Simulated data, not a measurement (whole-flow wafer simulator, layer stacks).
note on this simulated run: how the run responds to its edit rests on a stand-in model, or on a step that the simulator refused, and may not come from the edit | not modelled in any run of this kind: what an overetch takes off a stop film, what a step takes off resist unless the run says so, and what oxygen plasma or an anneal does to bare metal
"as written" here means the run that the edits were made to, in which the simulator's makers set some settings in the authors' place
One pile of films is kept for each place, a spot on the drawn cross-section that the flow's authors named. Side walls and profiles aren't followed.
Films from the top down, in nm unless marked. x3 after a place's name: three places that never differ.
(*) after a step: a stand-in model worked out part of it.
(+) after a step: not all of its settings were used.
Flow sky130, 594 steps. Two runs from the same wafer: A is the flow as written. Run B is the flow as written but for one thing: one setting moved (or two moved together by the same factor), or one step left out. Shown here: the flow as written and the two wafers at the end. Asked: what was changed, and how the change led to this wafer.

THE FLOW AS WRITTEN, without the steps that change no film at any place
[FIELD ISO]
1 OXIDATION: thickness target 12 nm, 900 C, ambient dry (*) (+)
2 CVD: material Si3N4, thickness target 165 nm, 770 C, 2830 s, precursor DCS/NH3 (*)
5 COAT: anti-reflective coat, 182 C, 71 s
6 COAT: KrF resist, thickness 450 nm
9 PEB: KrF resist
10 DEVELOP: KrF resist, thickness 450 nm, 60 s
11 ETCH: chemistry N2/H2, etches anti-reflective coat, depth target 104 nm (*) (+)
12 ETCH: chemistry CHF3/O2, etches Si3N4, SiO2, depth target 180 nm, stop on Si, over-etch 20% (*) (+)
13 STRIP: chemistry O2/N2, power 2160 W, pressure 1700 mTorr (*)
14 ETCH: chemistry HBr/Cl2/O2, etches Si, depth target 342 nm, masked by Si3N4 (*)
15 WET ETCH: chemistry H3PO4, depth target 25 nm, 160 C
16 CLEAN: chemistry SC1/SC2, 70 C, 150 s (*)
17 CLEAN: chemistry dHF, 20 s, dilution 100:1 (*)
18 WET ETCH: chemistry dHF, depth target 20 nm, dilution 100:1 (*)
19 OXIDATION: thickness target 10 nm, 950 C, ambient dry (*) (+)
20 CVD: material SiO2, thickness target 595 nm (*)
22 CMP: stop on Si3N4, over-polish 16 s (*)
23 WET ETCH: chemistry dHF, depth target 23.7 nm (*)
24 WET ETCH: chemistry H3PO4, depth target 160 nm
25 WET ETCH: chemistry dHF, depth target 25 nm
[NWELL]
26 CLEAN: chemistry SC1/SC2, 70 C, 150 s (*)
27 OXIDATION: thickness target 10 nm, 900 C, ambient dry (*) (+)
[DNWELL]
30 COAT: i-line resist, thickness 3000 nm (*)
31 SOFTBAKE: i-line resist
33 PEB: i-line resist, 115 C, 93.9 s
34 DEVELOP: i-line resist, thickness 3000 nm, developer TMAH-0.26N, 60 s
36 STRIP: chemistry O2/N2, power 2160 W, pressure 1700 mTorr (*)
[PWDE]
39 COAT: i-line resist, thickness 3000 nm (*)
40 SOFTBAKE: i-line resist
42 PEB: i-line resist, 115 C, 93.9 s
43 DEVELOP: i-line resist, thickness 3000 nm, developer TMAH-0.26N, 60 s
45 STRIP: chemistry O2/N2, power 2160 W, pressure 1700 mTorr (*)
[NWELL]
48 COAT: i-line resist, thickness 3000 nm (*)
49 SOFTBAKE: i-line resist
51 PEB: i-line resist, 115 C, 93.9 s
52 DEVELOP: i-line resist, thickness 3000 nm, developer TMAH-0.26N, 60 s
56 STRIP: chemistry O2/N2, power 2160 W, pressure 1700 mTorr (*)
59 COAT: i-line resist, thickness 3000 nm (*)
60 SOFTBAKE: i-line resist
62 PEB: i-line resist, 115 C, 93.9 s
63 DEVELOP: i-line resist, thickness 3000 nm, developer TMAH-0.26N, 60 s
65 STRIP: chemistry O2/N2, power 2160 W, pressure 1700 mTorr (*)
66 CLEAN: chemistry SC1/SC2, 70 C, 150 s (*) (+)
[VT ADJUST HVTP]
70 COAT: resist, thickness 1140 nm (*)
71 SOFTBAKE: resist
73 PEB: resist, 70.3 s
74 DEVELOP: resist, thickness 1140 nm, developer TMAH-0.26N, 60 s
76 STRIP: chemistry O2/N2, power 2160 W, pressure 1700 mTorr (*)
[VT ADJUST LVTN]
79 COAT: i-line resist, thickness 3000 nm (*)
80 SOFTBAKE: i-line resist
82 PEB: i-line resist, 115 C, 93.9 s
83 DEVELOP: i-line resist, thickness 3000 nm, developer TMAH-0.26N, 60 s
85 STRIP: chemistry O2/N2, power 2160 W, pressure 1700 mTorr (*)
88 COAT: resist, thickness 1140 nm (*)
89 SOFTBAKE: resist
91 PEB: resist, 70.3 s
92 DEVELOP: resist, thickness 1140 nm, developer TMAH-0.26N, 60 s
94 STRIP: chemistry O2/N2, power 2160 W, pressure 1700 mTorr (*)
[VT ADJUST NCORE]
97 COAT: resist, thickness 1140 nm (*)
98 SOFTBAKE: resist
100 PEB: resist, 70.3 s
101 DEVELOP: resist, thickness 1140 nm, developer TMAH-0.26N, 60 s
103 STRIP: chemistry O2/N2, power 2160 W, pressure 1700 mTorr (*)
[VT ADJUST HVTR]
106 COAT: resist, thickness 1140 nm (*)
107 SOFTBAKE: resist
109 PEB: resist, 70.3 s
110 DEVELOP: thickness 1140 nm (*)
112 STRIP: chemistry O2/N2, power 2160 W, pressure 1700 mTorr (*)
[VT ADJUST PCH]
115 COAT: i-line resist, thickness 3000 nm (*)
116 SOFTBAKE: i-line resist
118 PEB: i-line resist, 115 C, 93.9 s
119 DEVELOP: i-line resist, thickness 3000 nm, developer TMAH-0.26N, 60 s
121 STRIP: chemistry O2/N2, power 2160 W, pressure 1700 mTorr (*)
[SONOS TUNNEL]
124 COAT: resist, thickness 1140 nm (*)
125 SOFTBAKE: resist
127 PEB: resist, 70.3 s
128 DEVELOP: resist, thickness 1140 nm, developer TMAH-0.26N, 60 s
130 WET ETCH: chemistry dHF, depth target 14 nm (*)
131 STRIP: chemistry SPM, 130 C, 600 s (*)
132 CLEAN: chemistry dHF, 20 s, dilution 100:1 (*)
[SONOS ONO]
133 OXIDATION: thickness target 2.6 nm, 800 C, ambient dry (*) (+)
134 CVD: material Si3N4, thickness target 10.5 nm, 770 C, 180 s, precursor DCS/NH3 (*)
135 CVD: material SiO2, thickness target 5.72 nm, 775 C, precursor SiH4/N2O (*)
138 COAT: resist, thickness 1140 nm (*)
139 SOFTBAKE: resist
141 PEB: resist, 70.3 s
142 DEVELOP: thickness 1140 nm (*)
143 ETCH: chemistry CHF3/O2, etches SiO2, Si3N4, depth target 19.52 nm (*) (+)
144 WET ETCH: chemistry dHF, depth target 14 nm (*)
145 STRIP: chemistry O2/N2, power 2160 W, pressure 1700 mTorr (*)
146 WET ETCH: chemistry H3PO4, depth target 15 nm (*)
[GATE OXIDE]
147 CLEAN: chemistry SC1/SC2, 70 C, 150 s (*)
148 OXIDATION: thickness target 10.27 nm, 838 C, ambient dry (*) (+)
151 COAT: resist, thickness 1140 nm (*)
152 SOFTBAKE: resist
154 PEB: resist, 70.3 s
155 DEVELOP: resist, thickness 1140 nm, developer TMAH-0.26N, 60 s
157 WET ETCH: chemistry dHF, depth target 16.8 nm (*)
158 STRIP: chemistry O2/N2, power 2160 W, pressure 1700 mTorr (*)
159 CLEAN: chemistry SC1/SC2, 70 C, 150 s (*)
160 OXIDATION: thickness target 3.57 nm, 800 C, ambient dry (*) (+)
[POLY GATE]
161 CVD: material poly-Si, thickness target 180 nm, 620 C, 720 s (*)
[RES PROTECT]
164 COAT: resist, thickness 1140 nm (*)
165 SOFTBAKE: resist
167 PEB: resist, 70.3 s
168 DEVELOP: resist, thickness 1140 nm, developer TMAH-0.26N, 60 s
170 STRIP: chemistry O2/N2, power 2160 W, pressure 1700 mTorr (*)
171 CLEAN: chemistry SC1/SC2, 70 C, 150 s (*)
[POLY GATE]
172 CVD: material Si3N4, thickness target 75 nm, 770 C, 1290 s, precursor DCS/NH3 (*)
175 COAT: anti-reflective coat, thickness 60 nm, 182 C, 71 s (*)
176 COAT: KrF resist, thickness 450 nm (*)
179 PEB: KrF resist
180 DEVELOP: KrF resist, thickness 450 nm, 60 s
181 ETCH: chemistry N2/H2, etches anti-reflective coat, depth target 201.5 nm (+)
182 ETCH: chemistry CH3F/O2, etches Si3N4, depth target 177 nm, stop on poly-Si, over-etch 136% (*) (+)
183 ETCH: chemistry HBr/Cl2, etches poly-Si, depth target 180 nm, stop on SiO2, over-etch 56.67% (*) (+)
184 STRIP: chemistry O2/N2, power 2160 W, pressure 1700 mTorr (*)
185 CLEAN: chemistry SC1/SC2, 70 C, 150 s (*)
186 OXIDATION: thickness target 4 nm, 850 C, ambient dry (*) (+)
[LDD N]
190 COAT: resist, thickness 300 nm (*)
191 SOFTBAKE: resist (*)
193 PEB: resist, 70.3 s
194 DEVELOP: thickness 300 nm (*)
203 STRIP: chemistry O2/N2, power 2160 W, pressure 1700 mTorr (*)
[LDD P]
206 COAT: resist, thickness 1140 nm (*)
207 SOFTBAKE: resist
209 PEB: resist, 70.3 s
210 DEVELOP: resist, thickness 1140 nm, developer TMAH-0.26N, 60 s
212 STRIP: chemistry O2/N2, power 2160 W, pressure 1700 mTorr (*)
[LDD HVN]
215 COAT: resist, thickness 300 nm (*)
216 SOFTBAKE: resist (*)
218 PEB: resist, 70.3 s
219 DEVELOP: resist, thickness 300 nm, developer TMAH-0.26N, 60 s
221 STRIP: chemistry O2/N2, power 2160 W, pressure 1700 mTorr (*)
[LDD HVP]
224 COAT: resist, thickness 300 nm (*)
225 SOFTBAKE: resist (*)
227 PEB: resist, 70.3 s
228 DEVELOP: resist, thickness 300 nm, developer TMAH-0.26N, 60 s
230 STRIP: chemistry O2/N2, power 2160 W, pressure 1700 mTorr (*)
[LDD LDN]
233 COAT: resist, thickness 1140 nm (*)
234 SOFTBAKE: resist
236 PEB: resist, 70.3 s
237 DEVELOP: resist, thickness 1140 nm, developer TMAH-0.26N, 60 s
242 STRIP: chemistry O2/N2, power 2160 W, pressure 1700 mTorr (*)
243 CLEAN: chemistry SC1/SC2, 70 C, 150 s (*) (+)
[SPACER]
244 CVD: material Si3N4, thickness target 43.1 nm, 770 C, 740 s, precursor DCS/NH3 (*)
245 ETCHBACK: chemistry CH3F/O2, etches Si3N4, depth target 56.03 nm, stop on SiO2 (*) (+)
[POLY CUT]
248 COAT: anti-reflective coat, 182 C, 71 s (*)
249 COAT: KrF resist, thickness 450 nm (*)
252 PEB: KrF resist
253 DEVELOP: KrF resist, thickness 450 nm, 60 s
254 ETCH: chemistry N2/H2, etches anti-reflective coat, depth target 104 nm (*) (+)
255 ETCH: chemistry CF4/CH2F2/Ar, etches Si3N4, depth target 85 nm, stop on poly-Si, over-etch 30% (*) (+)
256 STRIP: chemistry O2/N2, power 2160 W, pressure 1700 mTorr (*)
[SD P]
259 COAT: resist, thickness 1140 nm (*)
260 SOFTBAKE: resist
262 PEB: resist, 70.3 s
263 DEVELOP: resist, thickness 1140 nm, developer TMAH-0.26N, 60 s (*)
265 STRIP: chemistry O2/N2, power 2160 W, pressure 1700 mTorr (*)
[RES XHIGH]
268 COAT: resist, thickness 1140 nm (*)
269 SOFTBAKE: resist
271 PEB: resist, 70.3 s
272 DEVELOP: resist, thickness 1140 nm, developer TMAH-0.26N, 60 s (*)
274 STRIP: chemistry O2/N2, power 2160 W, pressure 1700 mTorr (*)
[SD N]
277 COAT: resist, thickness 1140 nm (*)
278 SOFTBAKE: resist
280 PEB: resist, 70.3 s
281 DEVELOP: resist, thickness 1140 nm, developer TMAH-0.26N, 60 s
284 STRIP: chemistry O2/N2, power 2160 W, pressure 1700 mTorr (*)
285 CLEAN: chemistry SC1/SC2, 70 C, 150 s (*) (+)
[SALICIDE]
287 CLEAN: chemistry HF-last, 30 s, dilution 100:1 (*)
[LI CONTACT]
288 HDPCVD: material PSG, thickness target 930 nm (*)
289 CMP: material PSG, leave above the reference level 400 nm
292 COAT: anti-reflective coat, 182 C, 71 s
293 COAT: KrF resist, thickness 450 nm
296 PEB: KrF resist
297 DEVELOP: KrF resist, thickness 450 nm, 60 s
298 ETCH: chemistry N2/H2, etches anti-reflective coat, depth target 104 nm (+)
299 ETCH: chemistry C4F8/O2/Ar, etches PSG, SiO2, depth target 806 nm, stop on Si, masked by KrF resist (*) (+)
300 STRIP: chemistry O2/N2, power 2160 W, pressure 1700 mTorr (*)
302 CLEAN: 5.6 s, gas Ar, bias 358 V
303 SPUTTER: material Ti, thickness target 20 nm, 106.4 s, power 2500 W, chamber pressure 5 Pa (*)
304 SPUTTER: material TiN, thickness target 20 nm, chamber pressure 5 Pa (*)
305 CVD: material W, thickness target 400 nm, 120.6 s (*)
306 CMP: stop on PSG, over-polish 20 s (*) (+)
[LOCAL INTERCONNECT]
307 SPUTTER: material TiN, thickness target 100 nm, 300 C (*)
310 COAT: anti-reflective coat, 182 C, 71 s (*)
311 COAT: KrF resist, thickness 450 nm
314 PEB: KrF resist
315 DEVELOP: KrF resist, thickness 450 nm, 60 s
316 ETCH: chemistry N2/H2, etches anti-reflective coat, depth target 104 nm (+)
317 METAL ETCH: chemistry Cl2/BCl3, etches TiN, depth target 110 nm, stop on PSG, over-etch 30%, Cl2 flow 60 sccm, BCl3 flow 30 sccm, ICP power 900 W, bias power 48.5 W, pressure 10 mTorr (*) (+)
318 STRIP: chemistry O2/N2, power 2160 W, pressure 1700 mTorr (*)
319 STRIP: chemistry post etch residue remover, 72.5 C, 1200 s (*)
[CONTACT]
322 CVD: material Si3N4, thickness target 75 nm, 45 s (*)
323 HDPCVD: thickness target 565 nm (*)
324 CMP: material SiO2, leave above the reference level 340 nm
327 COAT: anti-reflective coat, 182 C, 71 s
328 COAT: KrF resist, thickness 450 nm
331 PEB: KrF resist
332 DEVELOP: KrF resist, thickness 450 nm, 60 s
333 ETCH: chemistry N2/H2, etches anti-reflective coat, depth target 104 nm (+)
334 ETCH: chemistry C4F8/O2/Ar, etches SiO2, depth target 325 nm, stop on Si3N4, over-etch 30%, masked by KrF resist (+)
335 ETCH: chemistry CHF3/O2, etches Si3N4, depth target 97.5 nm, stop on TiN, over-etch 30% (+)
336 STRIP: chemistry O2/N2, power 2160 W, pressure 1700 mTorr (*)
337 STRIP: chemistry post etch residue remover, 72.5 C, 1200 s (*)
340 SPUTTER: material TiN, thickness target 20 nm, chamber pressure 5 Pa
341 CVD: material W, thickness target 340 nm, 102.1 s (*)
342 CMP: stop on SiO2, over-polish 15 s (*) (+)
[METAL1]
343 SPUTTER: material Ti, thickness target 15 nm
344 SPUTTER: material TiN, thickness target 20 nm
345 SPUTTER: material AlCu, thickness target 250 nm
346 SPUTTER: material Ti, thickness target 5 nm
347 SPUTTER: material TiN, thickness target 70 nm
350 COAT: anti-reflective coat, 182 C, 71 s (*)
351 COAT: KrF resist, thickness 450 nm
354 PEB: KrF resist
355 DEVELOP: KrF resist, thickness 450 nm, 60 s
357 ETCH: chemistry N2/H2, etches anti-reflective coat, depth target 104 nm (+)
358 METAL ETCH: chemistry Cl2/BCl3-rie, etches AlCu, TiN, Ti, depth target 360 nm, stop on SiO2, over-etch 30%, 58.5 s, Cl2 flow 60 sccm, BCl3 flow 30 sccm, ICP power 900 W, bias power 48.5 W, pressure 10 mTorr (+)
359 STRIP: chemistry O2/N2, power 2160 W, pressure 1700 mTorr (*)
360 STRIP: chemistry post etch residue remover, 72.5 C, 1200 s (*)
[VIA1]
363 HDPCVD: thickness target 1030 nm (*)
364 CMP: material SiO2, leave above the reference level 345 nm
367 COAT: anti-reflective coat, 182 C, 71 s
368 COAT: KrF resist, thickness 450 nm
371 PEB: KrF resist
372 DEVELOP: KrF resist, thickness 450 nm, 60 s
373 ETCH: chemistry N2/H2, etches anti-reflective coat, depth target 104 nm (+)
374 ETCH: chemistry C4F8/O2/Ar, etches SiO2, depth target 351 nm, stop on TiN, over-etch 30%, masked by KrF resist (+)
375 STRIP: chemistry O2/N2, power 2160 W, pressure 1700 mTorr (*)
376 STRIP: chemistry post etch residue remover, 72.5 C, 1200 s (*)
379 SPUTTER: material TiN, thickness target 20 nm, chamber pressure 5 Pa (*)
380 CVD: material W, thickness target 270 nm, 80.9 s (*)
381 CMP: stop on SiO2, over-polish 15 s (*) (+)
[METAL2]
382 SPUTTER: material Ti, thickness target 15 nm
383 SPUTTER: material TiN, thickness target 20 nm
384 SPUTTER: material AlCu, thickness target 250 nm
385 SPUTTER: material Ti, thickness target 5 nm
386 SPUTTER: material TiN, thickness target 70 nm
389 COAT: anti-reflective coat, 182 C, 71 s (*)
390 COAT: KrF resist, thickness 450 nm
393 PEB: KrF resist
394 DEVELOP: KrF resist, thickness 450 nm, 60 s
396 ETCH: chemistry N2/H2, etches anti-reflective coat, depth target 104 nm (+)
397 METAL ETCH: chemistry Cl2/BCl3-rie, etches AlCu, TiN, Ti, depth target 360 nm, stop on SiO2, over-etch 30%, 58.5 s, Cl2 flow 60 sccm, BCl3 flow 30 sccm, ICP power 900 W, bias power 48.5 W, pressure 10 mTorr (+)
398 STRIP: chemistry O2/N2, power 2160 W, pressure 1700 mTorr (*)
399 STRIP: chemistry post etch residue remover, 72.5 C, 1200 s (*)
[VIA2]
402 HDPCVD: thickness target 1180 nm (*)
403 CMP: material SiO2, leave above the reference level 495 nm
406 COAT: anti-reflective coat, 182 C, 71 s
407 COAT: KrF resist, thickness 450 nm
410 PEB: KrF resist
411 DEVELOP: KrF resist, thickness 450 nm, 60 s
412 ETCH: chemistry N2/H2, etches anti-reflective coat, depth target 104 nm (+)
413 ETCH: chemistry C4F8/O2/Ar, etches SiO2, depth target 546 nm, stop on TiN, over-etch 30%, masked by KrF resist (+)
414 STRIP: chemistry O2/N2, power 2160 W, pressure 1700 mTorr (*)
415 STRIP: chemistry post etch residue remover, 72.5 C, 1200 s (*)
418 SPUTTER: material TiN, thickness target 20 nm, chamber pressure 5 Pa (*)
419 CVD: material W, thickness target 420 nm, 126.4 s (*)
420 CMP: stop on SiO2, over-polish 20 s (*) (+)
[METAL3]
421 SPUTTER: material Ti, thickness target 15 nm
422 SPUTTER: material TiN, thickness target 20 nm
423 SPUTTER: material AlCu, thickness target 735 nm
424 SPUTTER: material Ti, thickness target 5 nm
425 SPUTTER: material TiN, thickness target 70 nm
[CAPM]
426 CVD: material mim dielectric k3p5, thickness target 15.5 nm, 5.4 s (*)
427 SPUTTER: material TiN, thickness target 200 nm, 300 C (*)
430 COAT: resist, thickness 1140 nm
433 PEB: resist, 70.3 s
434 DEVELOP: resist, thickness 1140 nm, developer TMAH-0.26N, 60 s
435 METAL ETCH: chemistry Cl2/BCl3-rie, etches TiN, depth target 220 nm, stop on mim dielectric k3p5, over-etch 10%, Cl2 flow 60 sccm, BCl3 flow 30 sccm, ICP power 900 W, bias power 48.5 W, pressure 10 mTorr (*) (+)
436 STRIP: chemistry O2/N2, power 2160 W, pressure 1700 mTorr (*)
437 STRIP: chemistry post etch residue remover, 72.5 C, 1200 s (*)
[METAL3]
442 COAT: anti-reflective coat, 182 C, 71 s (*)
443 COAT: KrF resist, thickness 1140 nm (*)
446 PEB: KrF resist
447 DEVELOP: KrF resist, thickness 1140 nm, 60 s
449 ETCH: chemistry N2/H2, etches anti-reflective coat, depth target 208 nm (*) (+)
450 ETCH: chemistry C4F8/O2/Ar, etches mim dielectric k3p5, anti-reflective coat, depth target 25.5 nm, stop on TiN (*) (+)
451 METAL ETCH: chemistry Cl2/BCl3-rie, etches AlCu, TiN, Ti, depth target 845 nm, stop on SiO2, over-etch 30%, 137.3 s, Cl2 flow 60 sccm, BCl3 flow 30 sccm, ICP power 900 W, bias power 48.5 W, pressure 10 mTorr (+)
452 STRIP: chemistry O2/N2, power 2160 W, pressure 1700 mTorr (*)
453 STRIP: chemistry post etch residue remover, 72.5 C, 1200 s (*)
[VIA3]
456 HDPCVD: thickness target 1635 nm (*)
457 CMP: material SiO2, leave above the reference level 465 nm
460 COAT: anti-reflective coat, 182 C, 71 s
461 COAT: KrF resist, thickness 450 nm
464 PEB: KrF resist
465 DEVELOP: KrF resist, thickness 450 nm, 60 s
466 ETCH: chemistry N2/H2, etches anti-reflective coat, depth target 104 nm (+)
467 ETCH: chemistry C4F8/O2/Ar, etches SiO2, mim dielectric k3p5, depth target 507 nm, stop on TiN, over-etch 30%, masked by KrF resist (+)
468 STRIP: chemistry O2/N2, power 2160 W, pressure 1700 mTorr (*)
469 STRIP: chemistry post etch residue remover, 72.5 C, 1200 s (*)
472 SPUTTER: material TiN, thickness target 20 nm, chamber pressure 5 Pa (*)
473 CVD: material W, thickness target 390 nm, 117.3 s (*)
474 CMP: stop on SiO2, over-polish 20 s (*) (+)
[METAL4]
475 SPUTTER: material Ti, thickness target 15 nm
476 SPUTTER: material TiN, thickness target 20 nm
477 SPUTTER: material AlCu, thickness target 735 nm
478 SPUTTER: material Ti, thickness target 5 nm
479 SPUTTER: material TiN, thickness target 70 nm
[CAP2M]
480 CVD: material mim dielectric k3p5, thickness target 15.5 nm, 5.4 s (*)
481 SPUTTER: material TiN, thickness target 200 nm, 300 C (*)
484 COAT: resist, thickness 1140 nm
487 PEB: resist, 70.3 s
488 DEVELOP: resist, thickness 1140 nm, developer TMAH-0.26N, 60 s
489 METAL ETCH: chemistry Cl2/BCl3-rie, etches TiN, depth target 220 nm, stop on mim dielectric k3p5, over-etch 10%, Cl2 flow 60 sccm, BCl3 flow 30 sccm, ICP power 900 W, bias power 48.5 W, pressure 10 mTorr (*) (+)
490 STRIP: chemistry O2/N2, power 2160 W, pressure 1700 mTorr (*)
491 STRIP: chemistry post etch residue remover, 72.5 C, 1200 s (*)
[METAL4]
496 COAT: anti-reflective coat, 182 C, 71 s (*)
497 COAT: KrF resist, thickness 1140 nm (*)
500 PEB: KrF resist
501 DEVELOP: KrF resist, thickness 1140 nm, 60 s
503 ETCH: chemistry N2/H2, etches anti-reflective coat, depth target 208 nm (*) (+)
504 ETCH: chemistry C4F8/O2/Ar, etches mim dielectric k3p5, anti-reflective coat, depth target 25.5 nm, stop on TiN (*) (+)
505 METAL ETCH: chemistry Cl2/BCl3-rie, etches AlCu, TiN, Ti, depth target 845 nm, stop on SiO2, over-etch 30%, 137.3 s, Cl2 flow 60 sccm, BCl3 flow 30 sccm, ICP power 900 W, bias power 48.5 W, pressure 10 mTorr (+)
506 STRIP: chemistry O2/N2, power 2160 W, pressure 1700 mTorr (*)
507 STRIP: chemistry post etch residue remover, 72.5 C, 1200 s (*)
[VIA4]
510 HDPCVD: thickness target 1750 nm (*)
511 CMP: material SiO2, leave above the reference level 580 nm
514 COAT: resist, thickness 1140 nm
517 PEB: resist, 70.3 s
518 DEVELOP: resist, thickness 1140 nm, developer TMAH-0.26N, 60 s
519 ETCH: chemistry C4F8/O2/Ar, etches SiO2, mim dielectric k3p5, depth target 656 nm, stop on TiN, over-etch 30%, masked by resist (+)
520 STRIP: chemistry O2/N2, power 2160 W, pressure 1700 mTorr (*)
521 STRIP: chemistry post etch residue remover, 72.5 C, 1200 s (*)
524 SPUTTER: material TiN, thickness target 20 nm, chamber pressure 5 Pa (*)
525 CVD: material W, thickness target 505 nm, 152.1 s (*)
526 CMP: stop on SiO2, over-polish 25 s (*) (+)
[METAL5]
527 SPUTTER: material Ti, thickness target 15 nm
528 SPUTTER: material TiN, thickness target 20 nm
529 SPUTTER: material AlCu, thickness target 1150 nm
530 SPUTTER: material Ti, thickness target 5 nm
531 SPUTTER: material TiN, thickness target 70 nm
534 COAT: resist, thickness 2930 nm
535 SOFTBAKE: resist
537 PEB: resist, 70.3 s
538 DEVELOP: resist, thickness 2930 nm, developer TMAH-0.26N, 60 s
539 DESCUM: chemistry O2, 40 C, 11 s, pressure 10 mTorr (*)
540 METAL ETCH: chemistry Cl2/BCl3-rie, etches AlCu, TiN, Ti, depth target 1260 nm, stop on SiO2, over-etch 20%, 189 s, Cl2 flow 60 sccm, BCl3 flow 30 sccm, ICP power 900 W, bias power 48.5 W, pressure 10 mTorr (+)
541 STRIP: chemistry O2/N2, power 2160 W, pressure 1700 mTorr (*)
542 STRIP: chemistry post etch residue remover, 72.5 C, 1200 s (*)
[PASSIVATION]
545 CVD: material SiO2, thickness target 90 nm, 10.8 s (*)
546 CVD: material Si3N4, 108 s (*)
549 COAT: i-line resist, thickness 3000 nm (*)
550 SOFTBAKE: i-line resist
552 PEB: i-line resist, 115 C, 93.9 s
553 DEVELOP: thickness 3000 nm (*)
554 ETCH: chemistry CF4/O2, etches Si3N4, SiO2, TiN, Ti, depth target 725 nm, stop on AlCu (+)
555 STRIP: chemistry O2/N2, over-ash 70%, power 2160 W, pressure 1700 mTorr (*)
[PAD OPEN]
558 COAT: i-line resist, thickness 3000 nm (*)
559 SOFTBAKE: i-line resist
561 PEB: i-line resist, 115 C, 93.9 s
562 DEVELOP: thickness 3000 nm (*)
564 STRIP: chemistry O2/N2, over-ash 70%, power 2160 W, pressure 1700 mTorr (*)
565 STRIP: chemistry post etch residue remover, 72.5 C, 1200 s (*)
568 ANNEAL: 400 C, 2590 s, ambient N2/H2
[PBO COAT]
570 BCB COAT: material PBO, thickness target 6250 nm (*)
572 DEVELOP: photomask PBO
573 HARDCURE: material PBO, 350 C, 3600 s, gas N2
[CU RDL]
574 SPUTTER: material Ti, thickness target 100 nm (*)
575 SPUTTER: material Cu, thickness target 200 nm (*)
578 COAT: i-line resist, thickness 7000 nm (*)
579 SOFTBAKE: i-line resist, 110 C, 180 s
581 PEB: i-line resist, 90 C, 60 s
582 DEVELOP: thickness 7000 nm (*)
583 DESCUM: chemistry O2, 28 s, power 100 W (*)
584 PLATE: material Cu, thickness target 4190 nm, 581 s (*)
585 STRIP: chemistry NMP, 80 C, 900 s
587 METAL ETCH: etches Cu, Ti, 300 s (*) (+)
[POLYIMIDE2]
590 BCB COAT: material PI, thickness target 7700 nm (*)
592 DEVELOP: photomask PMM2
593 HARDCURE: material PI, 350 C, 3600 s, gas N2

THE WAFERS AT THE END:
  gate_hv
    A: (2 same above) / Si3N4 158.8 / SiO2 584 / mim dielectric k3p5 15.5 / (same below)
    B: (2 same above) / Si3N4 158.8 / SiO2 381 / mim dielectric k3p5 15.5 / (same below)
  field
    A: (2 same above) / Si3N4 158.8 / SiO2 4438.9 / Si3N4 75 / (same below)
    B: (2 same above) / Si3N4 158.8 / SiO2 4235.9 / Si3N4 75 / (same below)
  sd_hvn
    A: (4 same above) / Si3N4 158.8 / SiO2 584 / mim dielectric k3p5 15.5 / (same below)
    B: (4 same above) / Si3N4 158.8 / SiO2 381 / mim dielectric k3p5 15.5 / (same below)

The cause: step 511, CMP: leave above the reference level 377 nm was run, where the flow has leave above the reference level 580 nm.

How the change led to this, step by step:
  511 CMP: material SiO2, leave above the reference level 580 nm
      n_well, p_well, gate_hv and 99 more: A SiO2 -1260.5 | B SiO2 -1463.5
      field, active, gate and 77 more: A SiO2 -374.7 | B SiO2 -577.7
      (and at 11 more places)
  519 ETCH: chemistry C4F8/O2/Ar, etches SiO2, mim dielectric k3p5, depth target 656 nm, stop on TiN, over-etch 30%, masked by resist (+)
      field, active, n_well and 188 more: A resist -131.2 | B resist -78.7
      m1: A SiO2 -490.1 (all of it), mim dielectric k3p5 -15.5 (all of it) | B SiO2 -287.1 (all of it), mim dielectric k3p5 -15.5 (all of it)
      (and at 1 more place)
  520 STRIP: chemistry O2/N2, power 2160 W, pressure 1700 mTorr (*)
      field, active, n_well and 188 more: A resist -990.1 (all of it) | B resist -1042.6 (all of it)
  524 SPUTTER: material TiN, thickness target 20 nm, chamber pressure 5 Pa (*)
      m1, via4_hole: A TiN +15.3 | B TiN +16.8
  525 CVD: material W, thickness target 505 nm, 152.1 s (*)
      m1: A W +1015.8 (new film) | B W +614.5 (new film)
      via4_hole: A W +1015.2 (new film) | B W +615.6 (new film)
  526 CMP: stop on SiO2, over-polish 25 s (*) (+)
      m1: A W -532.7 | B W -335.9
      via4_hole: A W -532.7 | B W -337.7
